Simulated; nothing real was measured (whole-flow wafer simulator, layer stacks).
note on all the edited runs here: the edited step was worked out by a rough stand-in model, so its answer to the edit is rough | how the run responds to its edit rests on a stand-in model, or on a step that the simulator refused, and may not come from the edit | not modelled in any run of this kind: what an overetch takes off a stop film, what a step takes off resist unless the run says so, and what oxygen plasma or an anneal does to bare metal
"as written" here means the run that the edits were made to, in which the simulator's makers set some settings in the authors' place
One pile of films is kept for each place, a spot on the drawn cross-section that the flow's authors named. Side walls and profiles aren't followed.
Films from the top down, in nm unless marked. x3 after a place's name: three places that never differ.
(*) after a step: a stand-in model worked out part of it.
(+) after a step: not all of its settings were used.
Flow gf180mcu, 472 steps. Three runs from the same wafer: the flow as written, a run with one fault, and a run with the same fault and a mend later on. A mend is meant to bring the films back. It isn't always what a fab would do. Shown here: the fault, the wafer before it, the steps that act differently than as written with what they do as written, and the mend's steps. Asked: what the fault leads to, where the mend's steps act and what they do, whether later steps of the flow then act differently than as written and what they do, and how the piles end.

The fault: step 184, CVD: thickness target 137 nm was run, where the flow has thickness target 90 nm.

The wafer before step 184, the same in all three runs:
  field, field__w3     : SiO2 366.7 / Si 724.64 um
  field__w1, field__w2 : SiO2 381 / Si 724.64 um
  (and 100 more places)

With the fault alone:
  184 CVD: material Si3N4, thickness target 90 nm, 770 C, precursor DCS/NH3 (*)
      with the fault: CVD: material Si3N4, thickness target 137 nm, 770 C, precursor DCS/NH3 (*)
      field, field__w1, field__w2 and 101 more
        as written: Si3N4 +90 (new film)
        with the fault: Si3N4 +137 (new film)
  Later steps of the flow that act differently than as written (7 more steps differ only slightly, by at most 2% or 0.5 nm, whichever is larger, and aren't shown):
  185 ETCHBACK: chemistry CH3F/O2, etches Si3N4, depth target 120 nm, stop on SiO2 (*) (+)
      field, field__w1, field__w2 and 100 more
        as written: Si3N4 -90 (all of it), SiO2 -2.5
        with the fault: Si3N4 -120
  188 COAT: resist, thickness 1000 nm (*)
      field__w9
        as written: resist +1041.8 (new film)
        with the fault: resist +1063.2 (new film)
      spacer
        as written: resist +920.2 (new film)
        with the fault: resist +893.1 (new film)
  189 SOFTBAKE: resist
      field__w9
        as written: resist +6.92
        with the fault: resist -3.03
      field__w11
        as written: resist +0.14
        with the fault: resist -0.41
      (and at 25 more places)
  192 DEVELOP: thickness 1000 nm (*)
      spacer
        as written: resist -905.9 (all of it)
        with the fault: resist -879.3 (all of it)
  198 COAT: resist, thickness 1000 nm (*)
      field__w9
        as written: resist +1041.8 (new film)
        with the fault: resist +1063.2 (new film)
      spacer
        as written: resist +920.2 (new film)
        with the fault: resist +893.1 (new film)
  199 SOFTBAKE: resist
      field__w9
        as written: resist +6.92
        with the fault: resist -3.02
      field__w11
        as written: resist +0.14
        with the fault: resist -0.41
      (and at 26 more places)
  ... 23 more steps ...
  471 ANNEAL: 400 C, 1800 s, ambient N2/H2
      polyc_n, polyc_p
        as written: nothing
        with the fault: under 9 films: void +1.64 (new film), Ti -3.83, TiSi first +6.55 (new film), poly-Si -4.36
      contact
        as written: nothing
        with the fault: under 49 films: void +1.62 (new film), Ti -3.83, TiSi first +6.55 (new film), Si -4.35
  At the end the piles differ from the flow's by more than 2% or 0.5 nm, whichever is larger, at field, field__w1, field__w2 and 109 more.
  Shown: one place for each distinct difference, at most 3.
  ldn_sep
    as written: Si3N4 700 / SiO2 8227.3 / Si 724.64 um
    with the fault: Si3N4 700 / SiO2 7855.2 / Si3N4 12.8 / SiO2 391 / Si 724.64 um
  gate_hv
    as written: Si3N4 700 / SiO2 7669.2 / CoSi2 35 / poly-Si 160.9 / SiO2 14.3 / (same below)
    with the fault: Si3N4 700 / SiO2 7672.3 / Si3N4 12.8 / SiO2 13.7 / poly-Si 197.9 / SiO2 14.3 / (same below)
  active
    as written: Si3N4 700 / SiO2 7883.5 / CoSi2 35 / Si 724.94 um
    with the fault: Si3N4 700 / SiO2 7883.3 / Si3N4 12.8 / SiO2 17.2 / Si 724.98 um

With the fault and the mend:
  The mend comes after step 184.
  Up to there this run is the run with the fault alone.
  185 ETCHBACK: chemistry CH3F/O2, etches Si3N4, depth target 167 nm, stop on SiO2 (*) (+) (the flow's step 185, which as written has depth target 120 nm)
      field, field__w1, field__w2 and 100 more
        Si3N4 -137 (all of it), SiO2 -2.5
  Later steps of the flow that act differently than as written (6 more steps differ only slightly, by at most 2% or 0.5 nm, whichever is larger, and aren't shown):
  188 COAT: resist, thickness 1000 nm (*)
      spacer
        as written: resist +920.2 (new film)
        with the mend: resist +873.5 (new film)
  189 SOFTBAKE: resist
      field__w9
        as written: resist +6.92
        with the mend: resist -2.98
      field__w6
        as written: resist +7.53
        with the mend: resist +8.13
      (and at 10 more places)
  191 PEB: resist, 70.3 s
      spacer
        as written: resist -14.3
        with the mend: resist -13.4
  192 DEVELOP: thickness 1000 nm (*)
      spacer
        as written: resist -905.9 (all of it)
        with the mend: resist -860.1 (all of it)
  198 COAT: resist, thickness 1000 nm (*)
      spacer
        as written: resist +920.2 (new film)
        with the mend: resist +873.5 (new film)
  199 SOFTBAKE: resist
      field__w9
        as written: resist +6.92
        with the mend: resist -2.98
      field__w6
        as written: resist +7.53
        with the mend: resist +8.13
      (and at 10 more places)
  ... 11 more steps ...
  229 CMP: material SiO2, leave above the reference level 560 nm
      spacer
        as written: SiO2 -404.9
        with the mend: SiO2 -451.9
  At the end the piles differ from the flow's by more than 2% or 0.5 nm, whichever is larger, at spacer, sd_p, ld_sd_n, ld_drn_n, ld_sd_p, ld_drn_p.
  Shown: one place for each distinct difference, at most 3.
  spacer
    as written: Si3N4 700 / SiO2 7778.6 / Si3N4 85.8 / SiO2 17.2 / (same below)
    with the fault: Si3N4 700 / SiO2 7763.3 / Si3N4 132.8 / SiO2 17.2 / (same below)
    with the mend: Si3N4 700 / SiO2 7731.6 / Si3N4 132.8 / SiO2 17.2 / (same below)
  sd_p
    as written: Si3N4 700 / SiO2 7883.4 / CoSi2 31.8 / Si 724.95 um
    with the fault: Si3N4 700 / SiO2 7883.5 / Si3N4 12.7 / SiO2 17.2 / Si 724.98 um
    with the mend: Si3N4 700 / SiO2 7883.4 / CoSi2 30.9 / Si 724.95 um
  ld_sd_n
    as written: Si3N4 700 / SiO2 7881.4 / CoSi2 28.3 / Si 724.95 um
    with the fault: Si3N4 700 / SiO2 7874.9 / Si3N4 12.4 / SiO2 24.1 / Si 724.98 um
    with the mend: Si3N4 700 / SiO2 7881.4 / CoSi2 27.4 / Si 724.95 um
